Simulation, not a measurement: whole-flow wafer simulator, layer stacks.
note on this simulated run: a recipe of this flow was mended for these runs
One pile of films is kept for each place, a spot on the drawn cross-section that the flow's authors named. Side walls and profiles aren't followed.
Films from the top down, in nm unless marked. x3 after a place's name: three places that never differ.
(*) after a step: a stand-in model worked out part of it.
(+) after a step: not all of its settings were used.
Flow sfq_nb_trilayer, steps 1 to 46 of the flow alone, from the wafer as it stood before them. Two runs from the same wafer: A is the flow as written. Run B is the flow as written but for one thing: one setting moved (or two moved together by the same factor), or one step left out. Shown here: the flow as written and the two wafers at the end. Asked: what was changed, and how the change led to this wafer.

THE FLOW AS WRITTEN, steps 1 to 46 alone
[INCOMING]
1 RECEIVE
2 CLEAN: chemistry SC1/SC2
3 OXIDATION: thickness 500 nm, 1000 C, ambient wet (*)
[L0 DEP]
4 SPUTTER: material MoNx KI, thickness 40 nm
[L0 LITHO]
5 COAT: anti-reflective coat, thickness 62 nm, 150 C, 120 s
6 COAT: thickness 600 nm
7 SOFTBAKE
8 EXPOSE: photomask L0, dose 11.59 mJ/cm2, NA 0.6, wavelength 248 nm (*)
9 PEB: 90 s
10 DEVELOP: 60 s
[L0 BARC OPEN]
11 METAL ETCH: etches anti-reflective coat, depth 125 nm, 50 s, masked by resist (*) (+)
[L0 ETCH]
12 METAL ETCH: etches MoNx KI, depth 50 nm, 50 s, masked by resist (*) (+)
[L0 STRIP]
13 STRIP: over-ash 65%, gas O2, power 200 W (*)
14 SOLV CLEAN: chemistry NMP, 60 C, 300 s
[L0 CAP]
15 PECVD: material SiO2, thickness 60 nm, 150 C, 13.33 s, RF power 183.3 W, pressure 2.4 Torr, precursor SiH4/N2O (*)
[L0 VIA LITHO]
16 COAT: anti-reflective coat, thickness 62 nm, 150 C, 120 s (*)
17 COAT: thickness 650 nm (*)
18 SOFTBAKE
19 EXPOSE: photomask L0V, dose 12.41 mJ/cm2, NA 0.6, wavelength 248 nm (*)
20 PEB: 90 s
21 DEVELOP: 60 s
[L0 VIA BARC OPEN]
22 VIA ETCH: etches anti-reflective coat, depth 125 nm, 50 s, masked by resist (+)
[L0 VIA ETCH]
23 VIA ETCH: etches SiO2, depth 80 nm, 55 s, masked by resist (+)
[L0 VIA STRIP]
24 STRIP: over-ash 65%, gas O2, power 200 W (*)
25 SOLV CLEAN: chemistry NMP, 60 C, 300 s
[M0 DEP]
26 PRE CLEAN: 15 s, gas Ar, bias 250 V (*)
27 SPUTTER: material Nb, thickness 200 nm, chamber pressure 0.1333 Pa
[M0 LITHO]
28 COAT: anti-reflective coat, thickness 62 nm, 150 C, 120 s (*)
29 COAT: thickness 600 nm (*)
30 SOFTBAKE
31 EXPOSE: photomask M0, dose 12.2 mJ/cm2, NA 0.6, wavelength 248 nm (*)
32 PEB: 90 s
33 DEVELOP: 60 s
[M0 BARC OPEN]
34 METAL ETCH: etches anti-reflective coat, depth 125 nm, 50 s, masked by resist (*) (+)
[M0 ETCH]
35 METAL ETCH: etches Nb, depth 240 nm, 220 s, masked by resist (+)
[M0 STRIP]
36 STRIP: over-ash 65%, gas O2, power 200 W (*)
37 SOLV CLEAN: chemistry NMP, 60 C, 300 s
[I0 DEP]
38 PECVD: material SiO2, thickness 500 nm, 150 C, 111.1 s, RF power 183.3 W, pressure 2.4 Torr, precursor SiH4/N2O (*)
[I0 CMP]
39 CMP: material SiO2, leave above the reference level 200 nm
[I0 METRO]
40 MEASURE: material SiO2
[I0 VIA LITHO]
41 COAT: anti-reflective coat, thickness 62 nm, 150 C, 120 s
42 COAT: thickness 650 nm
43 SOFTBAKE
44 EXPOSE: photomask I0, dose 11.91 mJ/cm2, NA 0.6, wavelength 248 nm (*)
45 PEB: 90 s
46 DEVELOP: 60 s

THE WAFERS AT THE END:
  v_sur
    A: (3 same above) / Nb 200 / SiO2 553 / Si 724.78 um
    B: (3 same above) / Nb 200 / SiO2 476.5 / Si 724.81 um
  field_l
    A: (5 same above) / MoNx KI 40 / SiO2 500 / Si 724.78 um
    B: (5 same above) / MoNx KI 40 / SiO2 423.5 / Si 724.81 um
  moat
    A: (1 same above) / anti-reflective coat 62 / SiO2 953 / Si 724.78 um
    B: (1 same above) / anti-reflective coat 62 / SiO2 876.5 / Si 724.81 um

The cause: step 3, OXIDATION: 977 C was run, where the flow has 1000 C.

How the change led to this, step by step:
  3 OXIDATION: thickness 500 nm, 1000 C, ambient wet (*)
      field_l, v_sur, via_wl and 103 more: A SiO2 +500 (new film), chemical SiO2 -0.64 (all of it), Si -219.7 | B SiO2 +423.5 (new film), chemical SiO2 -0.64 (all of it), Si -186.1
